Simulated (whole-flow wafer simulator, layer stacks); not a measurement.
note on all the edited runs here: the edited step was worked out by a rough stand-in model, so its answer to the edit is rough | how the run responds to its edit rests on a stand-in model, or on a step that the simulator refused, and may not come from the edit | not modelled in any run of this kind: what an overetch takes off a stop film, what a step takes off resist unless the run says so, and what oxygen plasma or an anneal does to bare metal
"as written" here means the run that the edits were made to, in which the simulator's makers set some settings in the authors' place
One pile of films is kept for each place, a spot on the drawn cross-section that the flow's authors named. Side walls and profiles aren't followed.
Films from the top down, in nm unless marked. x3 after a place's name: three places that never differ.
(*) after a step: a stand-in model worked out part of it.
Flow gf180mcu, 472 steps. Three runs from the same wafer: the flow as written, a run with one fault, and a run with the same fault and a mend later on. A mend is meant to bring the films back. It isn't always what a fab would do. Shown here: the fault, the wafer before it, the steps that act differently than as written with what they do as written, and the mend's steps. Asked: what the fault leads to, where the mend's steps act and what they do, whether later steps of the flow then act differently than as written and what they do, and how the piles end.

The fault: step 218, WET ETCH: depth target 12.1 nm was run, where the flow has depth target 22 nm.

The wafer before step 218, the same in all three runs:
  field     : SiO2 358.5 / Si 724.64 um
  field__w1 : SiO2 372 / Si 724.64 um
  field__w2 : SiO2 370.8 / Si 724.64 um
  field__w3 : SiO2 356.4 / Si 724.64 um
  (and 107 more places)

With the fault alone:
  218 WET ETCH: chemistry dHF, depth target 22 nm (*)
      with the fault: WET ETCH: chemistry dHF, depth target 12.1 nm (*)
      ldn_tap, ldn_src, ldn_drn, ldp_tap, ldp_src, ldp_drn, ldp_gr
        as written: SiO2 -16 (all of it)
        with the fault: SiO2 -12.6
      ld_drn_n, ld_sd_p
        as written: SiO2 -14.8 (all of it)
        with the fault: SiO2 -12.3
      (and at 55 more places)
  Later steps of the flow that act differently than as written (5 more steps differ only slightly, by at most 2% or 0.5 nm, whichever is larger, and aren't shown):
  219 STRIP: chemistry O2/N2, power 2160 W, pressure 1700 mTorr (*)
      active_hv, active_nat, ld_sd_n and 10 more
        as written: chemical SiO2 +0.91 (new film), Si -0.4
        with the fault: nothing
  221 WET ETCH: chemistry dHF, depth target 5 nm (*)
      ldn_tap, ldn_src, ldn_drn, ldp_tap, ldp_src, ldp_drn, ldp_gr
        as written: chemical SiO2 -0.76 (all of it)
        with the fault: SiO2 -2.51
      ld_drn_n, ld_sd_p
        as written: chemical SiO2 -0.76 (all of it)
        with the fault: SiO2 -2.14 (all of it)
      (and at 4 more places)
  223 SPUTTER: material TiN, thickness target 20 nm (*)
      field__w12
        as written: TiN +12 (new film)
        with the fault: TiN +12.6 (new film)
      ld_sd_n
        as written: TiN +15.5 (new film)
        with the fault: TiN +16.2 (new film)
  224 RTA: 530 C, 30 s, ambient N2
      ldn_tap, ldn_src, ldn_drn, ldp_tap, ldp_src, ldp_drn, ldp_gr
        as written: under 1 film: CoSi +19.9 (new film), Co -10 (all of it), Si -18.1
        with the fault: nothing
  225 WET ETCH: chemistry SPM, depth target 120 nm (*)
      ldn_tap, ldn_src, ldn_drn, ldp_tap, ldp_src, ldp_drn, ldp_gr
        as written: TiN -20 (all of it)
        with the fault: TiN -20 (all of it), Co -10 (all of it)
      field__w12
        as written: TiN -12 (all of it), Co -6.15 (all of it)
        with the fault: TiN -12.6 (all of it), Co -6.36 (all of it)
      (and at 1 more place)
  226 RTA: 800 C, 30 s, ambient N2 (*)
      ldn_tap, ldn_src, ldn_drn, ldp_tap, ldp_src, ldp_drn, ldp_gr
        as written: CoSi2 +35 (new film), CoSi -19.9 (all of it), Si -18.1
        with the fault: nothing
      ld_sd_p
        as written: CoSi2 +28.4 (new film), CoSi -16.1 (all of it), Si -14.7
        with the fault: CoSi2 +29.1 (new film), CoSi -16.5 (all of it), Si -15.1
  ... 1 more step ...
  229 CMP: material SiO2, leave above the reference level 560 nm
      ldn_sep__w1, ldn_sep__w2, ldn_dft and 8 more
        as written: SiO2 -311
        with the fault: SiO2 -321.9
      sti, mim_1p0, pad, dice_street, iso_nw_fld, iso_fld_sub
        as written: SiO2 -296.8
        with the fault: SiO2 -307.7
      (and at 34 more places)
  At the end the piles differ from the flow's by more than 2% or 0.5 nm, whichever is larger, at ld_sd_p, ldn_tap, ldn_src, ldn_drn, ldp_tap, ldp_src, ldp_drn, ldp_gr.
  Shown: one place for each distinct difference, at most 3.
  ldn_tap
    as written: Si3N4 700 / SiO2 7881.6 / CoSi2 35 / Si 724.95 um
    with the fault: Si3N4 700 / SiO2 7879.7 / Si 724.98 um
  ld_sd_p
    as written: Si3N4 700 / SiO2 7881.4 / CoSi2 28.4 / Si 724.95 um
    with the fault: Si3N4 700 / SiO2 7880.8 / CoSi2 29.1 / Si 724.95 um

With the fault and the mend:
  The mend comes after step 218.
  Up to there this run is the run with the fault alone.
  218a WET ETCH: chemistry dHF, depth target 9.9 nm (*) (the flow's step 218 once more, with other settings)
      field, field__w1, field__w2 and 47 more
        SiO2 -9.9
      ldn_tap, ldn_src, ldn_drn, ldp_tap, ldp_src, ldp_drn, ldp_gr
        SiO2 -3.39 (all of it)
      ld_drn_n, ld_sd_p
        SiO2 -2.48 (all of it)
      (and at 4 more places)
  No later step of the flow acts differently than as written, at any place that is followed, by more than 2% or 0.5 nm, whichever is larger.
  At the end the piles differ from the flow's only slightly at the places that both follow, by at most 2% or 0.5 nm, whichever is larger.
